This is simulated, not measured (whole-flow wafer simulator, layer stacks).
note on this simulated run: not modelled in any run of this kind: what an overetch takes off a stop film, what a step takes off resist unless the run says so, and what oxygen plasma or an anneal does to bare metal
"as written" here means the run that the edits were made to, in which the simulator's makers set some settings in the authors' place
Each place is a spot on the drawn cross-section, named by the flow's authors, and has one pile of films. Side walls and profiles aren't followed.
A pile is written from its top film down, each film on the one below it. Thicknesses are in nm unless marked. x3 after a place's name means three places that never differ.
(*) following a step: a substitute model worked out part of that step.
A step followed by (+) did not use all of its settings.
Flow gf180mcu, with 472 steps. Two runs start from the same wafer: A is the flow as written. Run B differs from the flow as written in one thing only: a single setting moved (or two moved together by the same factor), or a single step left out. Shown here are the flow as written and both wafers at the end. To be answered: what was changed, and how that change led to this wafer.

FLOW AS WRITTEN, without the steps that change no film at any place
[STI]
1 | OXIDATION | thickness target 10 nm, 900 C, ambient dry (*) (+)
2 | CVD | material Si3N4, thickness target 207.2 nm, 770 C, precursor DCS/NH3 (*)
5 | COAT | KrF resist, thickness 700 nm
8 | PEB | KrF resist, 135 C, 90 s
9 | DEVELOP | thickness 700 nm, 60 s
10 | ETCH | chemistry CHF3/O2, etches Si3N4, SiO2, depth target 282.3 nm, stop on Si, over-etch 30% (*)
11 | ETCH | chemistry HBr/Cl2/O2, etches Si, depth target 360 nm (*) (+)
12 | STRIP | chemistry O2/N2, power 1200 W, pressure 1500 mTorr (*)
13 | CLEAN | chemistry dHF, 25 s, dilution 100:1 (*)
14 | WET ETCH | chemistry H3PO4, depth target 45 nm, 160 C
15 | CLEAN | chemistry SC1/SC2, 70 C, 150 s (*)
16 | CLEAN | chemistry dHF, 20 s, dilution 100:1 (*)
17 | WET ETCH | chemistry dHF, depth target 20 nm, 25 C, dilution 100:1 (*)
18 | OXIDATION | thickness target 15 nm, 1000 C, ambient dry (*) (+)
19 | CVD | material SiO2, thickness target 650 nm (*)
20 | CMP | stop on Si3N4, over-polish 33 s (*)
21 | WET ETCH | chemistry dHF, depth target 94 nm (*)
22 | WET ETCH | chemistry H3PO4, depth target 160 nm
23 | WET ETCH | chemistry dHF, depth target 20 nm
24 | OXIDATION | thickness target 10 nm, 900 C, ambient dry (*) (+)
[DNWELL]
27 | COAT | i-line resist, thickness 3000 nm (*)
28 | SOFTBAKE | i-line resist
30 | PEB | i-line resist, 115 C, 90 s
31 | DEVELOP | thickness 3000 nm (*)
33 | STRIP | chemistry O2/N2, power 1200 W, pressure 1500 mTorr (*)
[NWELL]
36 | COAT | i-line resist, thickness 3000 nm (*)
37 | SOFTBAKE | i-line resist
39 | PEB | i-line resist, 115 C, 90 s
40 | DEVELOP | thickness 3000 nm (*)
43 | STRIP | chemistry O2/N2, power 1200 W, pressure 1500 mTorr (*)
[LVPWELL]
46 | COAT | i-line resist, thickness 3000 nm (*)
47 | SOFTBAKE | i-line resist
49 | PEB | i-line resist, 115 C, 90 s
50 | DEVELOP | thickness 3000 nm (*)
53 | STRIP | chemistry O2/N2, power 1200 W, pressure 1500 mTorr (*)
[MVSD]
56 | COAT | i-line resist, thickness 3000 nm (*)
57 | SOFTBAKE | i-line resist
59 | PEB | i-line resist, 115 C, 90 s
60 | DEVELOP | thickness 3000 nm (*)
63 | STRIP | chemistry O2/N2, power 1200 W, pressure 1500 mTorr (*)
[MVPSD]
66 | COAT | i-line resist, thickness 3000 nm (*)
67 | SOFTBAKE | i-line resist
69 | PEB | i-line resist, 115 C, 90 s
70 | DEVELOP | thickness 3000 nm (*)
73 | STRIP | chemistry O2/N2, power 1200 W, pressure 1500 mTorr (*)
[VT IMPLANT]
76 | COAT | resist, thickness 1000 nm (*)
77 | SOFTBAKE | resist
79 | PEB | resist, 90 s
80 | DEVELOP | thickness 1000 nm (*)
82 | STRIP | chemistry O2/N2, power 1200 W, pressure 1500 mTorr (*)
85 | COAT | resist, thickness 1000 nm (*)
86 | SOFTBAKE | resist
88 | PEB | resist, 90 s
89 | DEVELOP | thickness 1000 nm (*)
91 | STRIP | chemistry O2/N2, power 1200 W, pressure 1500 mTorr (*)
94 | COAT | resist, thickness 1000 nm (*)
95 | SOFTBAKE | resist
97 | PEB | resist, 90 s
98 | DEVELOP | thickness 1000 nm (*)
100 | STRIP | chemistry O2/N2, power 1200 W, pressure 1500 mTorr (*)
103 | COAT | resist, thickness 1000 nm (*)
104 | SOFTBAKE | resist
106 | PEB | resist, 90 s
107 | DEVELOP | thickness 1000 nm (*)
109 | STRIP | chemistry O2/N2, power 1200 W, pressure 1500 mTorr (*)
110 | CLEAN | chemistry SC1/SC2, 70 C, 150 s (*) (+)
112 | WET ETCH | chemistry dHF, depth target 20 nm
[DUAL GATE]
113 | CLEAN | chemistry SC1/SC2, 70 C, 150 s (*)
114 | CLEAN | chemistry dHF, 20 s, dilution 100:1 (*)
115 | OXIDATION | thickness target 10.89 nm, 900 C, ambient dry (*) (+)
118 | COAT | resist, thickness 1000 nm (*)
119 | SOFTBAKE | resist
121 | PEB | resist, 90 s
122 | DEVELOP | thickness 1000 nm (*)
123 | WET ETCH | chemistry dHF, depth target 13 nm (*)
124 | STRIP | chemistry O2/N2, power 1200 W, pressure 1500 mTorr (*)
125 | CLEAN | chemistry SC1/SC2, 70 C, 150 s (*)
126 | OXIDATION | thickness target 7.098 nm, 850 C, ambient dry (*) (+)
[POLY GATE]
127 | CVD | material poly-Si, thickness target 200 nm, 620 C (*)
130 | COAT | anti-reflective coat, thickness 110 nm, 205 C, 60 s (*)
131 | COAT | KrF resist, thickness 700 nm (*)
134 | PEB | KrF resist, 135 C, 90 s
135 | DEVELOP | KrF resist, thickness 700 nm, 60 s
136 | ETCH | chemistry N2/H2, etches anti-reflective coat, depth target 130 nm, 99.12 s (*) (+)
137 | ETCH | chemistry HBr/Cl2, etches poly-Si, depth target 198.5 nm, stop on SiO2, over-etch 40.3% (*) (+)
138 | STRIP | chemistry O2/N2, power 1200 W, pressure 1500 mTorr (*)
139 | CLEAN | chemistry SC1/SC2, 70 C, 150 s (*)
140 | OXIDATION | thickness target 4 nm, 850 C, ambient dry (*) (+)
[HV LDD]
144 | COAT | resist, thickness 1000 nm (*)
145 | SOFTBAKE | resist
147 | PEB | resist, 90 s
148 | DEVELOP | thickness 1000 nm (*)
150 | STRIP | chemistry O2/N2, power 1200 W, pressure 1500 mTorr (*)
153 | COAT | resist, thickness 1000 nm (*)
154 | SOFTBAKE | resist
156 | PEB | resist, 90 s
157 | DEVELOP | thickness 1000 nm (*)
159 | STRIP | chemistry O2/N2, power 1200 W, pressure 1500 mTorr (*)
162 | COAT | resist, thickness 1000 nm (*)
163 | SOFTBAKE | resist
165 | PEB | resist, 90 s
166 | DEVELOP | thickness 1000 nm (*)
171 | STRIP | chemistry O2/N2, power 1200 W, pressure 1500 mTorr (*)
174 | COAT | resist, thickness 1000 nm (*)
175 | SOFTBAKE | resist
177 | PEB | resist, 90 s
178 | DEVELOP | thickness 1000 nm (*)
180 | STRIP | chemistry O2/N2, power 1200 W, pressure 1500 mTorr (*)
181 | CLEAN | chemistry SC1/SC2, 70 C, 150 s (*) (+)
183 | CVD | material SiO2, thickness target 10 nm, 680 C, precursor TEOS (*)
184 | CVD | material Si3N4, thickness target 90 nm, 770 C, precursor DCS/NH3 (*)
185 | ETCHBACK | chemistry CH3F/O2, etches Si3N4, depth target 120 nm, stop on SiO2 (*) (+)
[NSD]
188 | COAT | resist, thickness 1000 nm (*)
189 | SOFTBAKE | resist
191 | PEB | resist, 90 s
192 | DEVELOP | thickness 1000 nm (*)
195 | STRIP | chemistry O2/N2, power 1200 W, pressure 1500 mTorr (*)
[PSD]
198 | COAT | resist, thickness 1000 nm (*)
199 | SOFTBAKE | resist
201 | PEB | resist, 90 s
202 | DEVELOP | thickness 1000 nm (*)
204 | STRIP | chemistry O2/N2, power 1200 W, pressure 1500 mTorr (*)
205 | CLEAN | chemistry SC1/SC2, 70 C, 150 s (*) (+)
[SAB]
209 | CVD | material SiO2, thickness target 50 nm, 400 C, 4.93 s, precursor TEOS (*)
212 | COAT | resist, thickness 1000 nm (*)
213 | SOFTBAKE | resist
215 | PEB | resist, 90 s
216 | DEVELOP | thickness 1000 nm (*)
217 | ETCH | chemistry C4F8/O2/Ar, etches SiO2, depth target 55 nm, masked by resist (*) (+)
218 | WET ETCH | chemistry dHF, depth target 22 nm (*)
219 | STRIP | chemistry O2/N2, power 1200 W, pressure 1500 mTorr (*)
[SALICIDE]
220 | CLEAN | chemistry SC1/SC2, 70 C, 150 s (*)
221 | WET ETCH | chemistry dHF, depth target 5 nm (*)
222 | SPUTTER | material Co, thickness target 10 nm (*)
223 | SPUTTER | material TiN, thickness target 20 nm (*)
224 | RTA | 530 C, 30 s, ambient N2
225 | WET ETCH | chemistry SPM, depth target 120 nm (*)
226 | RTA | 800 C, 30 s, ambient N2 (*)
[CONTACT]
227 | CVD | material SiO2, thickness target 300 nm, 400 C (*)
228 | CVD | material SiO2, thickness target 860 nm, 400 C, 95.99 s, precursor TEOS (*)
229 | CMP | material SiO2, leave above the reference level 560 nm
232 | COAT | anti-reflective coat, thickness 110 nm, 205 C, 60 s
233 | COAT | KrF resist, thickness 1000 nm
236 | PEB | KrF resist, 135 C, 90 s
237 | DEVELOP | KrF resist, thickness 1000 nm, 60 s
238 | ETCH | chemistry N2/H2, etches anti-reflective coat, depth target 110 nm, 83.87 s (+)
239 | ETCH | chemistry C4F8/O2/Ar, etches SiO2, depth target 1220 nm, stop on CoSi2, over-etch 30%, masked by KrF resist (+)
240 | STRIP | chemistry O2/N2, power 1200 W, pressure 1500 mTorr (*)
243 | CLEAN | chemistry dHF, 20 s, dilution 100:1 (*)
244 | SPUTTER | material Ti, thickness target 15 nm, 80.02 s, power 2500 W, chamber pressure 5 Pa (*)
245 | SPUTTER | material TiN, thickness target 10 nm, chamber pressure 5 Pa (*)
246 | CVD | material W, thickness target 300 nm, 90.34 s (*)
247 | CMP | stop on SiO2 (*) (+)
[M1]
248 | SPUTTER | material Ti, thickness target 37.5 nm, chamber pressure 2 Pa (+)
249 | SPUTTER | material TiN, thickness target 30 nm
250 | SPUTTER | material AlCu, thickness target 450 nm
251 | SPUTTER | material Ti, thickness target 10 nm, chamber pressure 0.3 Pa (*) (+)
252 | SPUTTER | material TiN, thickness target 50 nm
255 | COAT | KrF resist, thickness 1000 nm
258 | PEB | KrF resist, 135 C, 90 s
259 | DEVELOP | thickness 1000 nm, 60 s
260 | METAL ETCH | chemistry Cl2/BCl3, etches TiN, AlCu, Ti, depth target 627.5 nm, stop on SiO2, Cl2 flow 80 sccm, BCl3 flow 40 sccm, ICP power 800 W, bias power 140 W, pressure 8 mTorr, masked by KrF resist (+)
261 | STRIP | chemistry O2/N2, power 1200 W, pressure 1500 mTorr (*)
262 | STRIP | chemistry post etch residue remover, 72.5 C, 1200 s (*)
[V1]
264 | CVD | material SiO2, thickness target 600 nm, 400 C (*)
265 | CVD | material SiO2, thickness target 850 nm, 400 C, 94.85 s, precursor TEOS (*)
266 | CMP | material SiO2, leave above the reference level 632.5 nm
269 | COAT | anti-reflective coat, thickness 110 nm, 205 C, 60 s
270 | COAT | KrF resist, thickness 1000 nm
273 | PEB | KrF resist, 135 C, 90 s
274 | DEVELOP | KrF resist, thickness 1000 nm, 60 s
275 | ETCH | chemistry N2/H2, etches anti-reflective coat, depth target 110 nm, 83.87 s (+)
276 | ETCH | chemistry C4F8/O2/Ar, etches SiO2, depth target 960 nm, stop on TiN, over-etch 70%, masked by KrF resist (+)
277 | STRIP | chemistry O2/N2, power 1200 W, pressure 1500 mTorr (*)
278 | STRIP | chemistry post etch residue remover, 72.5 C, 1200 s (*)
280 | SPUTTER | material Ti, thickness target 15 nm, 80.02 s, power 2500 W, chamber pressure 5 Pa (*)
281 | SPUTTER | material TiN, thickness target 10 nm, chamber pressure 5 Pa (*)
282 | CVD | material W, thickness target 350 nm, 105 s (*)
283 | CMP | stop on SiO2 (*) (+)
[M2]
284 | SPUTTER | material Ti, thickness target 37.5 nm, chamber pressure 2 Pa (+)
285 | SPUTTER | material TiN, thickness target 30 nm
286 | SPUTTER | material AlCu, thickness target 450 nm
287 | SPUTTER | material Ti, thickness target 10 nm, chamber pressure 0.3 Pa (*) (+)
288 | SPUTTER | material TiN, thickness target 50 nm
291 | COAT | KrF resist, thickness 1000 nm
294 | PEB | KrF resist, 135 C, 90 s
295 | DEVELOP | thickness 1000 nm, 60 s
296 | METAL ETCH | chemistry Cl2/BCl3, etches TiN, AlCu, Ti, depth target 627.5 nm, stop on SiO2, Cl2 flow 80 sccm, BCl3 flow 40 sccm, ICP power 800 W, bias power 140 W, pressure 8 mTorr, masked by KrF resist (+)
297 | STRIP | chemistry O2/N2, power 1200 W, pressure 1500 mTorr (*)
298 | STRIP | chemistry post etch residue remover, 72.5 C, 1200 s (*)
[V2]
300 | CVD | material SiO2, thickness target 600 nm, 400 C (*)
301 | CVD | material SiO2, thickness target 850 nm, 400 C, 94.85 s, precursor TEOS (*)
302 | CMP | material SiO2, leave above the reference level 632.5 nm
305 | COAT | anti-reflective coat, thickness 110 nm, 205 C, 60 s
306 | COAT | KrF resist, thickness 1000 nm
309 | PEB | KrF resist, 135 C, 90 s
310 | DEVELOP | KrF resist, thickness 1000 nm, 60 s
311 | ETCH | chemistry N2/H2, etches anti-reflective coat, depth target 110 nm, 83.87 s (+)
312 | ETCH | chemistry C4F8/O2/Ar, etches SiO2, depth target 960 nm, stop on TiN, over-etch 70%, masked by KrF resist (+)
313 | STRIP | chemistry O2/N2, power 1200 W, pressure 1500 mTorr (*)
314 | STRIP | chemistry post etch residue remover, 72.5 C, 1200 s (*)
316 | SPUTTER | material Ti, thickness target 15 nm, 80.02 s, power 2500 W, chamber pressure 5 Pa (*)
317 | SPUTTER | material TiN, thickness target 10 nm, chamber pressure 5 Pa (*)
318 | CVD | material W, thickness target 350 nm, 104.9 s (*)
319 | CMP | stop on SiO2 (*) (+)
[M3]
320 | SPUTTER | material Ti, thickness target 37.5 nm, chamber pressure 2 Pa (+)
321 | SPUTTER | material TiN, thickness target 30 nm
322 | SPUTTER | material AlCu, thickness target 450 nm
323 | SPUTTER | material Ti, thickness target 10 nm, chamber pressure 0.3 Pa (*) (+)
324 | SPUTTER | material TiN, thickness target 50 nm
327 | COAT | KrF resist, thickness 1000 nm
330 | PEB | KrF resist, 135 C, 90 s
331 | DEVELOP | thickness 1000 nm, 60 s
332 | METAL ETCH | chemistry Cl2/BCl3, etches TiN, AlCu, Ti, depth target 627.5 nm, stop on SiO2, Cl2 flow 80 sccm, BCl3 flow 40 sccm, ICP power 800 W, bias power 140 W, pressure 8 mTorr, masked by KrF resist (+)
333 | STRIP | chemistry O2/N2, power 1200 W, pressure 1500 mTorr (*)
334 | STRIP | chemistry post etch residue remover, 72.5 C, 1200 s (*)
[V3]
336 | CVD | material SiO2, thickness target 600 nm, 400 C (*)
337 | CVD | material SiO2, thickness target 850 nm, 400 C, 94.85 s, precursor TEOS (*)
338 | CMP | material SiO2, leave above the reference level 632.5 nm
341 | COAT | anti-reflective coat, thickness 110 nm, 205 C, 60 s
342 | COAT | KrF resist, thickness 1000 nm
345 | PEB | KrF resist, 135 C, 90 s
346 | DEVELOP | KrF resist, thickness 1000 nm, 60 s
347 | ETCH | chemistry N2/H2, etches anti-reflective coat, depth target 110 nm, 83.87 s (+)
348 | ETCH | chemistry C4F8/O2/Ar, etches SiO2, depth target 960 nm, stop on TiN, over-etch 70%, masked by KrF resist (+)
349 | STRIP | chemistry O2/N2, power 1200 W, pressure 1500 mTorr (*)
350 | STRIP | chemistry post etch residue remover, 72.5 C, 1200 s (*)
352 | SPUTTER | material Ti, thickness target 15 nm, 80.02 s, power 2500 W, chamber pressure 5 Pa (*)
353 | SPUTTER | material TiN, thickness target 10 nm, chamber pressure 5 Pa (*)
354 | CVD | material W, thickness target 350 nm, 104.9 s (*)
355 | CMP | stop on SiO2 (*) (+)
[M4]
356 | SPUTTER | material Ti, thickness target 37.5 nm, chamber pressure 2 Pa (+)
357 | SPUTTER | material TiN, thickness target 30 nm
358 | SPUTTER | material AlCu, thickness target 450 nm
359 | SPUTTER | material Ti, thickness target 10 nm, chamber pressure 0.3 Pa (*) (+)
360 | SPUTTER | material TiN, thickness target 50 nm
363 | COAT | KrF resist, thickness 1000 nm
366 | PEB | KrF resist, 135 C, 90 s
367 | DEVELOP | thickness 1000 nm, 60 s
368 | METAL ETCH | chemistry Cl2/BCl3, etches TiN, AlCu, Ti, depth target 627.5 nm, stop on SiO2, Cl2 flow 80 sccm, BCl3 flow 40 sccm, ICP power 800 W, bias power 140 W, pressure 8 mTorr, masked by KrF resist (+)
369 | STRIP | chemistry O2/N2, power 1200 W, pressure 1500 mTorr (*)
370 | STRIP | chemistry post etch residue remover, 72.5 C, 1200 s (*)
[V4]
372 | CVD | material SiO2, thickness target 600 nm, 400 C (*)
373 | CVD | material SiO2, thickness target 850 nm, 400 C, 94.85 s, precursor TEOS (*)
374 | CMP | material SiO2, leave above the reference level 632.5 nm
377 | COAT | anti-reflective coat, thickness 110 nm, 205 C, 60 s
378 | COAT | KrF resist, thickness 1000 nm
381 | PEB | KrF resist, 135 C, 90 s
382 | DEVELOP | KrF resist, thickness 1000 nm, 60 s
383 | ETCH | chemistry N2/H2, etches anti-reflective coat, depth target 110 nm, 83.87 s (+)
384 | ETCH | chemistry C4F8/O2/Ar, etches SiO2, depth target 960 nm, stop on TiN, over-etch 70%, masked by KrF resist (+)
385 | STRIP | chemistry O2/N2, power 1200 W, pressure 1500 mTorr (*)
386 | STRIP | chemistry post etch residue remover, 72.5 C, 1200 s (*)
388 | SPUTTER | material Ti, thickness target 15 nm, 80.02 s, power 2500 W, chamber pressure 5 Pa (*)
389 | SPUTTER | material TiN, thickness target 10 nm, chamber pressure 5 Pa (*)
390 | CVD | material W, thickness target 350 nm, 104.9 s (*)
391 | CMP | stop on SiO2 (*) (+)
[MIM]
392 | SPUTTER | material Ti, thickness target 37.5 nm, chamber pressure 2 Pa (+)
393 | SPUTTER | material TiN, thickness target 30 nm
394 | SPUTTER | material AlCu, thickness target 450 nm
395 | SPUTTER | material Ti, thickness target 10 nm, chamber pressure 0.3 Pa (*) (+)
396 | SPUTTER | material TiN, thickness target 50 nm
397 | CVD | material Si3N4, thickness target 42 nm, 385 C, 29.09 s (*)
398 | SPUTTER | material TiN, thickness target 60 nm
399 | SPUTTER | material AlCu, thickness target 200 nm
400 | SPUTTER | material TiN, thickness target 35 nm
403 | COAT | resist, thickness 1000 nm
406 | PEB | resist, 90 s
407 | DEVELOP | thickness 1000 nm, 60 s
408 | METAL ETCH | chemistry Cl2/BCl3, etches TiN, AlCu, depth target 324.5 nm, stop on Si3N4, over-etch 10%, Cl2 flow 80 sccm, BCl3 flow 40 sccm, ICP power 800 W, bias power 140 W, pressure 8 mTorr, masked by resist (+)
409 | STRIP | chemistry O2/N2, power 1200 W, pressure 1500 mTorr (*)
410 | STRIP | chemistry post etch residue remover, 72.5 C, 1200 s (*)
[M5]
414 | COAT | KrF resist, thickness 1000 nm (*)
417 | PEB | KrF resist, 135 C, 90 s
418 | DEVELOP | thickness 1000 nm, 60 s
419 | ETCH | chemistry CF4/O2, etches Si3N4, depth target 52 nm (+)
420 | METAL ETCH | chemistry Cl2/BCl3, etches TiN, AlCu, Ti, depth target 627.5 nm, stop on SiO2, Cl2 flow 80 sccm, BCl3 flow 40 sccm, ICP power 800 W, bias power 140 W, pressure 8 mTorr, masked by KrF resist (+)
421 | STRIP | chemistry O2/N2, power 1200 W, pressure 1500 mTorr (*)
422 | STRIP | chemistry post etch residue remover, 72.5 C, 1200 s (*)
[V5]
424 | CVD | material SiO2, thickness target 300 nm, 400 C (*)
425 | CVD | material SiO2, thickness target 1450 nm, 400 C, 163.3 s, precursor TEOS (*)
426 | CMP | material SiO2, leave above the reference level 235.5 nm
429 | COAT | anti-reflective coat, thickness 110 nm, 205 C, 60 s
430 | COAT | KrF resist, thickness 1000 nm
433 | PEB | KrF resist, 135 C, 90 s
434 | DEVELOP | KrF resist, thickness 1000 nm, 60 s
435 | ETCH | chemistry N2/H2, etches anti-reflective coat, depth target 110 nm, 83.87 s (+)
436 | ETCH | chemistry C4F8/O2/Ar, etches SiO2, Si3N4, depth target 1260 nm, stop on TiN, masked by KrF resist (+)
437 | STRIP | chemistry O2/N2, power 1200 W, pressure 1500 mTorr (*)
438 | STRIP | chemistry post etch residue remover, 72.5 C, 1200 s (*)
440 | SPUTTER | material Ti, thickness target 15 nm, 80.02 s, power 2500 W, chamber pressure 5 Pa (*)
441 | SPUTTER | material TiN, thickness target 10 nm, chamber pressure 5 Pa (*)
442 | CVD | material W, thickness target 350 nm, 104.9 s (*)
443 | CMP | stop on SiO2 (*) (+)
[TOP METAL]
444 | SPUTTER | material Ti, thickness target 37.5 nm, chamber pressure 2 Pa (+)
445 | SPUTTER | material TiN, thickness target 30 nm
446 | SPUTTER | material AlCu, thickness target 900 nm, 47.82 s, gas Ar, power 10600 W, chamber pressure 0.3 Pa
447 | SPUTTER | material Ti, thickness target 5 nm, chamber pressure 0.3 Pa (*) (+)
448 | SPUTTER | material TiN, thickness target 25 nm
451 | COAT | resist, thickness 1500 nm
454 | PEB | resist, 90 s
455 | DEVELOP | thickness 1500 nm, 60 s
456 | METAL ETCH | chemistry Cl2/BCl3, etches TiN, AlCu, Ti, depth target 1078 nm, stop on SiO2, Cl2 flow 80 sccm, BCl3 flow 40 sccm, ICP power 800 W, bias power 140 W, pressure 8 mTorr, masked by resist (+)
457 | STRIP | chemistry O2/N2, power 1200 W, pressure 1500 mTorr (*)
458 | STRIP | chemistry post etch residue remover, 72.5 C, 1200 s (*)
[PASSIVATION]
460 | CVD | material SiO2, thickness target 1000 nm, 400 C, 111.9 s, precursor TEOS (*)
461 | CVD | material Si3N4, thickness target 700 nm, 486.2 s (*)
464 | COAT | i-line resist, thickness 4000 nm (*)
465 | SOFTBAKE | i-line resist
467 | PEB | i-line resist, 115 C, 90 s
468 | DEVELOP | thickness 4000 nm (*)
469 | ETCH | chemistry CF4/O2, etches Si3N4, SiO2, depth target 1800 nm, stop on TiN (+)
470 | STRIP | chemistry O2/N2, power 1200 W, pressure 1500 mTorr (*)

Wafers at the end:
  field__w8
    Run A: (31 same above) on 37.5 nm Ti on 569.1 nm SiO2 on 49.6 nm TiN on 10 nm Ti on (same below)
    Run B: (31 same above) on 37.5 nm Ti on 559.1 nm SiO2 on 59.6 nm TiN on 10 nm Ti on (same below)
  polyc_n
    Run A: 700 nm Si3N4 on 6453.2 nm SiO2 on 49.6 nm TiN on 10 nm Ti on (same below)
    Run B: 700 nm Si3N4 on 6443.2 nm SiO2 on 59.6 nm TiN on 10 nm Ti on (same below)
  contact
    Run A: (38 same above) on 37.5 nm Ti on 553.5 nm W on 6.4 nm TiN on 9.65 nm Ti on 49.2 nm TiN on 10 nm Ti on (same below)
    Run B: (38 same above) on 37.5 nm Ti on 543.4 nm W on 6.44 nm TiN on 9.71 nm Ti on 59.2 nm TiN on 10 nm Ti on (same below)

Cause: step 252, SPUTTER: thickness target 60 nm was run, though the flow has thickness target 50 nm.

The path from the change to this, step by step:
  252 | SPUTTER | material TiN, thickness target 50 nm
      field, field__w1, field__w2 and 108 more: A TiN gains 50 (new film) | B TiN gains 60 (new film)
  260 | METAL ETCH | chemistry Cl2/BCl3, etches TiN, AlCu, Ti, depth target 627.5 nm, stop on SiO2, Cl2 flow 80 sccm, BCl3 flow 40 sccm, ICP power 800 W, bias power 140 W, pressure 8 mTorr, masked by KrF resist (+)
      field, field__w1, field__w2 and 99 more: A TiN loses 50 (all of it), Ti loses 10 (all of it), AlCu loses 450 (all of it), TiN loses 30 (all of it), Ti loses 37.5 (all of it) | B TiN loses 60 (all of it), Ti loses 10 (all of it), AlCu loses 450 (all of it), TiN loses 30 (all of it), Ti loses 37.5 (all of it)
